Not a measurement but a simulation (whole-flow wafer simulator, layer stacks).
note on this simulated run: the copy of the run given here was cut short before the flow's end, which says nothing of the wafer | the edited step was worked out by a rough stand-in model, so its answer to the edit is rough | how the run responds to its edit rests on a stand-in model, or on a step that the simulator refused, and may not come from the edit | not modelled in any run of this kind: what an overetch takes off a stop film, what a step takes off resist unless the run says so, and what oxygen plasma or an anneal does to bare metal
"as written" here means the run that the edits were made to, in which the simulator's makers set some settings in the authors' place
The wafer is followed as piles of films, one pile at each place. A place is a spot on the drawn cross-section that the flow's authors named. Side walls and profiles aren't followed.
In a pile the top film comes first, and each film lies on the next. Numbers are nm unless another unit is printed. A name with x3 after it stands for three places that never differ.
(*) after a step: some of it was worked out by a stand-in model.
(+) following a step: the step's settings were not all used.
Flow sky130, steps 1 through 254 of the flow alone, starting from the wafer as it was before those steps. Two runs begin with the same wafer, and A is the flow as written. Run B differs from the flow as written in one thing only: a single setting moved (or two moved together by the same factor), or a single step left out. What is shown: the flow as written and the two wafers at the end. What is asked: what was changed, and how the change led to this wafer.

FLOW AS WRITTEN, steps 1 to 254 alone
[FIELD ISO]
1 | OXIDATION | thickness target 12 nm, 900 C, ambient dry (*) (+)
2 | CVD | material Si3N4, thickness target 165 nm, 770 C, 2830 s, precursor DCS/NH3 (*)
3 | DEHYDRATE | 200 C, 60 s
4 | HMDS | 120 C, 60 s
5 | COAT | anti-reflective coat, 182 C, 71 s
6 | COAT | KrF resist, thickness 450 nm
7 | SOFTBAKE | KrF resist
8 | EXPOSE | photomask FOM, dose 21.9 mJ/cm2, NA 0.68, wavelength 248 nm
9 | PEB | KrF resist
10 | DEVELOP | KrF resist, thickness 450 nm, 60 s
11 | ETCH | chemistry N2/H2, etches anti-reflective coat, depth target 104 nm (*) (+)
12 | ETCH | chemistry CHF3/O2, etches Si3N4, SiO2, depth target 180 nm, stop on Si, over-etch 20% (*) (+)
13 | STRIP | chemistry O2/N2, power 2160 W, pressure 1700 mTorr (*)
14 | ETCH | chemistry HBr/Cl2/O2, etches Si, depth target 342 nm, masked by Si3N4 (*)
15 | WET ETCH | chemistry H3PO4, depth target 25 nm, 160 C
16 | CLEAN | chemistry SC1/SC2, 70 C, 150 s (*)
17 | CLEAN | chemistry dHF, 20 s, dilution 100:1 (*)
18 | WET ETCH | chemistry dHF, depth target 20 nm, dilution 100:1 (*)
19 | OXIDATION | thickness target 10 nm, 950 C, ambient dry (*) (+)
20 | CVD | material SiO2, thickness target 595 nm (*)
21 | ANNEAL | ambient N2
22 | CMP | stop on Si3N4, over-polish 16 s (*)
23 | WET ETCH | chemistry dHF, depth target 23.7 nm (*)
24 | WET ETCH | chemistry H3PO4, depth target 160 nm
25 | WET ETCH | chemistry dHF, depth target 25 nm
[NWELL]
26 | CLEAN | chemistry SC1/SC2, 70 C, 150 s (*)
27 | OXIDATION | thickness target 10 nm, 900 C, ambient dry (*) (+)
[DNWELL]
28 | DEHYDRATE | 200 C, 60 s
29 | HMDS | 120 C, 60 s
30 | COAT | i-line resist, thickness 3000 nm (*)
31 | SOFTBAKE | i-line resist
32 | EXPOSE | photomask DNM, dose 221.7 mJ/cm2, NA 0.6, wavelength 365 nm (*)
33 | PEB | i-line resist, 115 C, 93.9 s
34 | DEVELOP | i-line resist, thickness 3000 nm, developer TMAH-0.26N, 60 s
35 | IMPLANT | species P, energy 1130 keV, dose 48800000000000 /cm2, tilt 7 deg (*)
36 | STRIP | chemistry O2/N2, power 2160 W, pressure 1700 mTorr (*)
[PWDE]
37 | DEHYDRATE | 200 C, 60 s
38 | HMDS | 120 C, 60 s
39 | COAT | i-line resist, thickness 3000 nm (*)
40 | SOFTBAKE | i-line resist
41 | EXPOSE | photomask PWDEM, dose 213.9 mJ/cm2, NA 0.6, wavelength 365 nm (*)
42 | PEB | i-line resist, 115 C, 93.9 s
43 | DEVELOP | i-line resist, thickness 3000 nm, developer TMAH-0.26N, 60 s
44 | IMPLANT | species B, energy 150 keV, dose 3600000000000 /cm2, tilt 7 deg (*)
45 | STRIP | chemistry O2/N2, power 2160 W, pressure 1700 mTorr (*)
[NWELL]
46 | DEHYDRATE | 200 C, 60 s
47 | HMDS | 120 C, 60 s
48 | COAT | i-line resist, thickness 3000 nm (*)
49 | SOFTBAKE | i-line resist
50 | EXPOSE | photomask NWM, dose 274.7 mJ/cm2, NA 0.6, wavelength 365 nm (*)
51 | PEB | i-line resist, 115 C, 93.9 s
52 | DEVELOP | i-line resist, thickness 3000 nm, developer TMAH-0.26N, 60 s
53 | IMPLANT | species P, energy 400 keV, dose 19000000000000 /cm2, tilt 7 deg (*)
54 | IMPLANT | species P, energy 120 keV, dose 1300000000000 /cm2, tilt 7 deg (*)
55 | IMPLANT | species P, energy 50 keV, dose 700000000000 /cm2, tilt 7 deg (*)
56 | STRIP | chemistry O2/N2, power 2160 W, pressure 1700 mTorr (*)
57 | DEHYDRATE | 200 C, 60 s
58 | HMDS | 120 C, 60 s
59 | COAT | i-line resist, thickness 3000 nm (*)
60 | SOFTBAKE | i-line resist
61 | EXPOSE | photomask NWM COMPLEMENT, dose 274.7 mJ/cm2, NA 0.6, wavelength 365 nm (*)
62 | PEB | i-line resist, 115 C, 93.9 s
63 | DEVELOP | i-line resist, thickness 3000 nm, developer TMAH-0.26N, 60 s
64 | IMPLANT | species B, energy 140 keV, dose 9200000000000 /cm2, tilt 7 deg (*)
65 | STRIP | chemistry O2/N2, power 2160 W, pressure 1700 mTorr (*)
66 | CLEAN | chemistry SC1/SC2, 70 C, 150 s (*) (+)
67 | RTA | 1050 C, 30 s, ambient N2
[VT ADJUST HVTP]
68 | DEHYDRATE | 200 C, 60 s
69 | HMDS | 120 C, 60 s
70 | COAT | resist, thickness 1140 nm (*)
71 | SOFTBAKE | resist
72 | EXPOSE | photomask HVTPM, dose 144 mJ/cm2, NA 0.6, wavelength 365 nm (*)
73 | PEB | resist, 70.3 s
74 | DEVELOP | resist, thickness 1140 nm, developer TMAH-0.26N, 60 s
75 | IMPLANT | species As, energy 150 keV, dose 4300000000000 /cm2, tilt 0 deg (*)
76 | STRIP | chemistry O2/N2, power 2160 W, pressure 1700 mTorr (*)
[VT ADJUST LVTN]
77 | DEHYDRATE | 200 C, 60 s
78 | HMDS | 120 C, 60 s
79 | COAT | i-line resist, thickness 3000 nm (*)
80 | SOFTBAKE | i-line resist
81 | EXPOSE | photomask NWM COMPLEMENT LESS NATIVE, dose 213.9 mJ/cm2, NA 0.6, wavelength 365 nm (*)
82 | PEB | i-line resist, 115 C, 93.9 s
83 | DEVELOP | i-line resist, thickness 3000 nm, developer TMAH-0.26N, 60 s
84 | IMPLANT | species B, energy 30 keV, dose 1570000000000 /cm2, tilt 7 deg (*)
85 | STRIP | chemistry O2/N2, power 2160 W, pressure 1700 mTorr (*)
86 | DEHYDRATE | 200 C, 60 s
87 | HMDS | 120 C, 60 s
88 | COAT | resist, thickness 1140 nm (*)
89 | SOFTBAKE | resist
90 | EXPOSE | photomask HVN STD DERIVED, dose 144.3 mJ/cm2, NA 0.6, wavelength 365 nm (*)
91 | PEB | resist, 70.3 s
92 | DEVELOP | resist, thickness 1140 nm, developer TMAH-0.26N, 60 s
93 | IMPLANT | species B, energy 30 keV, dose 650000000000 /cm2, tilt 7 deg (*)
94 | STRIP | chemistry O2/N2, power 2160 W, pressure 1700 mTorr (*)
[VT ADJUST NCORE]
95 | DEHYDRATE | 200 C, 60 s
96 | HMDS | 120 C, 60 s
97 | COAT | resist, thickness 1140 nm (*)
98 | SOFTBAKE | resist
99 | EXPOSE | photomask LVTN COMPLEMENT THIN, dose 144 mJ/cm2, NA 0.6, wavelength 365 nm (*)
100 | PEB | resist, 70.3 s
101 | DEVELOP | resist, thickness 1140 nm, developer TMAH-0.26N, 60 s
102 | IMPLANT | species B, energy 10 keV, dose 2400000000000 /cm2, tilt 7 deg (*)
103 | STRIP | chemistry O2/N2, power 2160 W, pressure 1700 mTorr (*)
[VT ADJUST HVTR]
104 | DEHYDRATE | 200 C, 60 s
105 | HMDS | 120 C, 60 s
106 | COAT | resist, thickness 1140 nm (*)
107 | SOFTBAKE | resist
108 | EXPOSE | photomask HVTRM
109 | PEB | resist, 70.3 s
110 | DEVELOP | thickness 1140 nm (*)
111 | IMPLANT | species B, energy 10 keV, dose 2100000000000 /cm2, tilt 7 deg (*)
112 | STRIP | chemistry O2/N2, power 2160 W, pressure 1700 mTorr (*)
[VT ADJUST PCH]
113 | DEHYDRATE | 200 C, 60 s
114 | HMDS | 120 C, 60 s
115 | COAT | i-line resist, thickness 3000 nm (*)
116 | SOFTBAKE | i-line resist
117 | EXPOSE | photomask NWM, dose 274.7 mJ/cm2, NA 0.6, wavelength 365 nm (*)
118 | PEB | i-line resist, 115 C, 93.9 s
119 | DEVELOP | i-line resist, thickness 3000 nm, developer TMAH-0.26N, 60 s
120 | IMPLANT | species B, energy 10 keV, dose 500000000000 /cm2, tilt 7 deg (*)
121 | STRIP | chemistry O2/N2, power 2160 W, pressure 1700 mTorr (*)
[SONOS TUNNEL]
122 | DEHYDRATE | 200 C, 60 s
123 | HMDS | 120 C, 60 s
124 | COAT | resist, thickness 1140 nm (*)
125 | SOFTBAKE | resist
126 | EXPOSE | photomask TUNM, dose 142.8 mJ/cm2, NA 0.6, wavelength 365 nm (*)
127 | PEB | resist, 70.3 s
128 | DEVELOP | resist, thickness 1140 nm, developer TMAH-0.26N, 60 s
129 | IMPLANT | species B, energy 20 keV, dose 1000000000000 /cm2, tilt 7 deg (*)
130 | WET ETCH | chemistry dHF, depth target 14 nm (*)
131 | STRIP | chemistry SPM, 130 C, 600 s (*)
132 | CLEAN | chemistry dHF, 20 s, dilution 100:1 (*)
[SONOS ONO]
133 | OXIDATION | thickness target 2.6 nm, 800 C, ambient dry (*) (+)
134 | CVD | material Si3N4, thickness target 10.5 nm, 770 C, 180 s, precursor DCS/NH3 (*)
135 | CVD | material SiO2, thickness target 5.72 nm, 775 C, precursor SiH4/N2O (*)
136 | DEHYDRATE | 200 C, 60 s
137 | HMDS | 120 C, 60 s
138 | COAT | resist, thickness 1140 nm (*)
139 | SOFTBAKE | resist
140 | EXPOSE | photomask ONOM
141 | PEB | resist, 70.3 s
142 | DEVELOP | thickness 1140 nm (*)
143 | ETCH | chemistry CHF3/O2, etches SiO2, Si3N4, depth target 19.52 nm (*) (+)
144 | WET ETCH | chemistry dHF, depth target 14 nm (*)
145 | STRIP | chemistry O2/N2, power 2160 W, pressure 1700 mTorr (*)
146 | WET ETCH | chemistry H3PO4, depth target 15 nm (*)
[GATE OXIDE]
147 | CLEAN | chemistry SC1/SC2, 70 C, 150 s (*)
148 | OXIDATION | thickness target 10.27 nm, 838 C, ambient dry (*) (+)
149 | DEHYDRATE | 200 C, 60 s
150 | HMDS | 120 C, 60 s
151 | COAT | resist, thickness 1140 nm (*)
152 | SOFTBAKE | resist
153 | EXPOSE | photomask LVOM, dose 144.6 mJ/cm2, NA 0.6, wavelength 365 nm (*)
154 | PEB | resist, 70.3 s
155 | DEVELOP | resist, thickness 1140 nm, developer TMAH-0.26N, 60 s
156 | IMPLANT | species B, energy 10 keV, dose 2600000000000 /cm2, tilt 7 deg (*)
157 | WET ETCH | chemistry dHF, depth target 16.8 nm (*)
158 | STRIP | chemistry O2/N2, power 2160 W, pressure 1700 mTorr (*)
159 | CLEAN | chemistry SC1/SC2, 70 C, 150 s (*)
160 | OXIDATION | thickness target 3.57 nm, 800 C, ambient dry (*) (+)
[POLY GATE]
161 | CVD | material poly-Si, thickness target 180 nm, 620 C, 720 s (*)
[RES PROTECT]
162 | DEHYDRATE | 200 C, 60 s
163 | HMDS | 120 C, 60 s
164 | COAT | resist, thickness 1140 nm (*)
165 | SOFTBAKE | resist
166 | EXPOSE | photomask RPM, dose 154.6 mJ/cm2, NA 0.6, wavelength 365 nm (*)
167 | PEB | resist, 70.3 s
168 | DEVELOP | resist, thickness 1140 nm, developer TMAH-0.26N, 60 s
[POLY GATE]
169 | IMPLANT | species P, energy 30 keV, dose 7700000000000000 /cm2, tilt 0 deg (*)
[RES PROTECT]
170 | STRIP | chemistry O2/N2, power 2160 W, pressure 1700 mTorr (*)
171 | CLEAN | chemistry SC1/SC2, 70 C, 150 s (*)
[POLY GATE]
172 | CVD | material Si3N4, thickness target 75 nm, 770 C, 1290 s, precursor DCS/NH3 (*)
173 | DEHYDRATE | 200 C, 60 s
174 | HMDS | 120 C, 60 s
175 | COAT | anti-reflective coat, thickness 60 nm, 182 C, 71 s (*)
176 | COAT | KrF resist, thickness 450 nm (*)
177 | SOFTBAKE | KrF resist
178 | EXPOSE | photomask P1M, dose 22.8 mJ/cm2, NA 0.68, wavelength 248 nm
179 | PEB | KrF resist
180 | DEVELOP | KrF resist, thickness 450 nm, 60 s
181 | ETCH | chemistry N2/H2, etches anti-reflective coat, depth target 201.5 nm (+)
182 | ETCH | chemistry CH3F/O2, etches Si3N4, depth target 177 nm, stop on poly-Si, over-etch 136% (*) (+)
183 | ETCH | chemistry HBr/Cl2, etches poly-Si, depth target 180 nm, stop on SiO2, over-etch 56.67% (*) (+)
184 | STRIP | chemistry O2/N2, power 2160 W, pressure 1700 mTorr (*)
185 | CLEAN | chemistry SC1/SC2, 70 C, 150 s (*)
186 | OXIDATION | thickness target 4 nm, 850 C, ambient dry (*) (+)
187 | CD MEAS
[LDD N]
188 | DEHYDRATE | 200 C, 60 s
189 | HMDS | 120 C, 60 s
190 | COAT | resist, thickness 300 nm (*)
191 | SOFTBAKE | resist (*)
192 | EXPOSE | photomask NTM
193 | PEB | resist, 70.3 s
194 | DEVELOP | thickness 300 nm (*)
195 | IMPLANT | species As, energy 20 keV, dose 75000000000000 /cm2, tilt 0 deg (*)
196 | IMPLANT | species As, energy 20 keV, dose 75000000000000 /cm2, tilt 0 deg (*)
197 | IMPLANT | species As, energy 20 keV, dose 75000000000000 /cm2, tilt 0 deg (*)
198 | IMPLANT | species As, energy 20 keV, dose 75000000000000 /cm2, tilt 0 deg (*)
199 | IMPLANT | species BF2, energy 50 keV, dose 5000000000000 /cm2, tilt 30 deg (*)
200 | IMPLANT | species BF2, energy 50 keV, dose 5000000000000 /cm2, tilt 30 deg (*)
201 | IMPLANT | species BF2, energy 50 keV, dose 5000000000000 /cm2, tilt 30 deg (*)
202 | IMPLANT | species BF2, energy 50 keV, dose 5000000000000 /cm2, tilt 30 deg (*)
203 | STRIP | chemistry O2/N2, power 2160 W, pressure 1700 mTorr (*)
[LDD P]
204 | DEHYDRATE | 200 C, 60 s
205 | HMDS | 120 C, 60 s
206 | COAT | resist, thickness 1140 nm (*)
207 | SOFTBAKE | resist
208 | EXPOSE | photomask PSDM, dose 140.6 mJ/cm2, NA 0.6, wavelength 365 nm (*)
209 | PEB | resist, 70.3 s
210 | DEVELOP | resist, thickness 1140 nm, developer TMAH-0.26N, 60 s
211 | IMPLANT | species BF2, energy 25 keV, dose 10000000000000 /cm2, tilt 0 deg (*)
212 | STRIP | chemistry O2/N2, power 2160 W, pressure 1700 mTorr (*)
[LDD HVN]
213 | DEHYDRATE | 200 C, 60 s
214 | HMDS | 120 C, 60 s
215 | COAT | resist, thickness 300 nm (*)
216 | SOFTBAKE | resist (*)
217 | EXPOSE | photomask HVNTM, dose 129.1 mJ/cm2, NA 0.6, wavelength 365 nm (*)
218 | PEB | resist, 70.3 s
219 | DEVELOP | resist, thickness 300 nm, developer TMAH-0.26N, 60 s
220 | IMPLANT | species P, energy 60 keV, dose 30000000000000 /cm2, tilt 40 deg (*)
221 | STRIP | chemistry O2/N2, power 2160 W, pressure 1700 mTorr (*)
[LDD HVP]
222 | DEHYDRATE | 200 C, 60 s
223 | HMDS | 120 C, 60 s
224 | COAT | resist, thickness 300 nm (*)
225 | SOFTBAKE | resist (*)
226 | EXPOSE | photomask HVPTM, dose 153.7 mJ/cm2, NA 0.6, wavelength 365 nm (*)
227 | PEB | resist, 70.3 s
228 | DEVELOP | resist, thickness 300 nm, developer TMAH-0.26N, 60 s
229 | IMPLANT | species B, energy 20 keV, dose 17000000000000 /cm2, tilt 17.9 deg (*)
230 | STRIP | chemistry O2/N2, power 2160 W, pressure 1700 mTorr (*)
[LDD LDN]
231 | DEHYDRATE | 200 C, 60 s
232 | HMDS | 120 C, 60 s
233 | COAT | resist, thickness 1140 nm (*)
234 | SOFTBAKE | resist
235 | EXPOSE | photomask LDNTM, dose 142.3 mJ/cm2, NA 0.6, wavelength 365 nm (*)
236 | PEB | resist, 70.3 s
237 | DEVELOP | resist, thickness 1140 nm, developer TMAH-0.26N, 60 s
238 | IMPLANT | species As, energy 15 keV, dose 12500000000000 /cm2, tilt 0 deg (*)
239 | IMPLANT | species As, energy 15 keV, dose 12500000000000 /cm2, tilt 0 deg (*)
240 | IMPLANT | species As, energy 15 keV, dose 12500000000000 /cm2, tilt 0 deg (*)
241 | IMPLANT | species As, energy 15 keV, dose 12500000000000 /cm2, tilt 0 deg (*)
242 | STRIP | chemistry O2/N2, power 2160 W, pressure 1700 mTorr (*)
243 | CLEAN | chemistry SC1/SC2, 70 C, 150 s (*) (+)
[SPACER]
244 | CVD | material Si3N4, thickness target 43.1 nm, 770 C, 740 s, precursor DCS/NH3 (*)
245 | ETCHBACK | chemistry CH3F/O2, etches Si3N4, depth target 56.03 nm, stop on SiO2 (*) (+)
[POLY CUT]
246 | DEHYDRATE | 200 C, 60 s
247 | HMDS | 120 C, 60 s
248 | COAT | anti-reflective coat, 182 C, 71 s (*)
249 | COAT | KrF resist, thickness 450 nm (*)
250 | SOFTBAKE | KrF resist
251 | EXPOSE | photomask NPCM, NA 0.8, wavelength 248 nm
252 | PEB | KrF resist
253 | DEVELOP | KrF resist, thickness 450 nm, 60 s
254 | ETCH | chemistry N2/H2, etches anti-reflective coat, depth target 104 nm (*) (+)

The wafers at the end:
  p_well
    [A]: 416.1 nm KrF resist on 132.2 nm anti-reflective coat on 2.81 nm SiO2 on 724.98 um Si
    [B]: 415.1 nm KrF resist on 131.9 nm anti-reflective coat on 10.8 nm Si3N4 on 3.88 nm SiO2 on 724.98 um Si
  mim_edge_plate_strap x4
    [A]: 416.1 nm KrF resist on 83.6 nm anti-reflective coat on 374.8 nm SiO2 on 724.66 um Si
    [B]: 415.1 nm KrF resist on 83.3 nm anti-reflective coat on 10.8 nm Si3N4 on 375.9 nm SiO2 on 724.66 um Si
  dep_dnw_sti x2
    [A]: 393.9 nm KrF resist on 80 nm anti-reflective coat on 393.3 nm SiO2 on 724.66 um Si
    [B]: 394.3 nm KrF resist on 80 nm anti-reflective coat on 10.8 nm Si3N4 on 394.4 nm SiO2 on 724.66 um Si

What caused this: step 244, CVD: thickness target 66.8 nm was run, though the flow has thickness target 43.1 nm; step 244, CVD: 1147 s was run, where the flow has 740 s.

Step by step, how the change led to this:
  244 | CVD | material Si3N4, thickness target 43.1 nm, 770 C, 740 s, precursor DCS/NH3 (*)
      field, active, p_well and 101 more: A +43.1 Si3N4 (new film) | B +66.8 Si3N4 (new film)
      n_well, gate, gate_hv and 74 more: A +43.1 Si3N4 | B +66.8 Si3N4
  245 | ETCHBACK | chemistry CH3F/O2, etches Si3N4, depth target 56.03 nm, stop on SiO2 (*) (+)
      field, active, p_well and 101 more: A -43.1 Si3N4 (all of it), -1.08 SiO2 | B -56 Si3N4
  248 | COAT | anti-reflective coat, 182 C, 71 s (*)
      spacer_p, spacer_p_hvt: A +3 anti-reflective coat (new film) | B +178 anti-reflective coat (new film)
      rpm_encl, rpm_encl_psd: A +128.3 anti-reflective coat (new film) | B +136.8 anti-reflective coat (new film)
      (as well as at 85 more places)
  249 | COAT | KrF resist, thickness 450 nm (*)
      n_well: A +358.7 KrF resist (new film) | B +345.2 KrF resist (new film)
      gate: A +396.7 KrF resist (new film) | B +387.1 KrF resist (new film)
      (as well as at 25 more places)
  253 | DEVELOP | KrF resist, thickness 450 nm, 60 s
      rpo_hd: A -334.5 KrF resist (all of it) | B -327.5 KrF resist (all of it)
      rxpo_ln: A -332.9 KrF resist (all of it) | B -323.8 KrF resist (all of it)
  254 | ETCH | chemistry N2/H2, etches anti-reflective coat, depth target 104 nm (*) (+)
      rpo_ln: A -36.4 anti-reflective coat (all of it), -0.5 Si3N4 | B -37.8 anti-reflective coat (all of it), -0.47 Si3N4
      rxpo_ln: A -23.9 anti-reflective coat (all of it), -0.66 Si3N4 | B -29.7 anti-reflective coat (all of it), -0.58 Si3N4
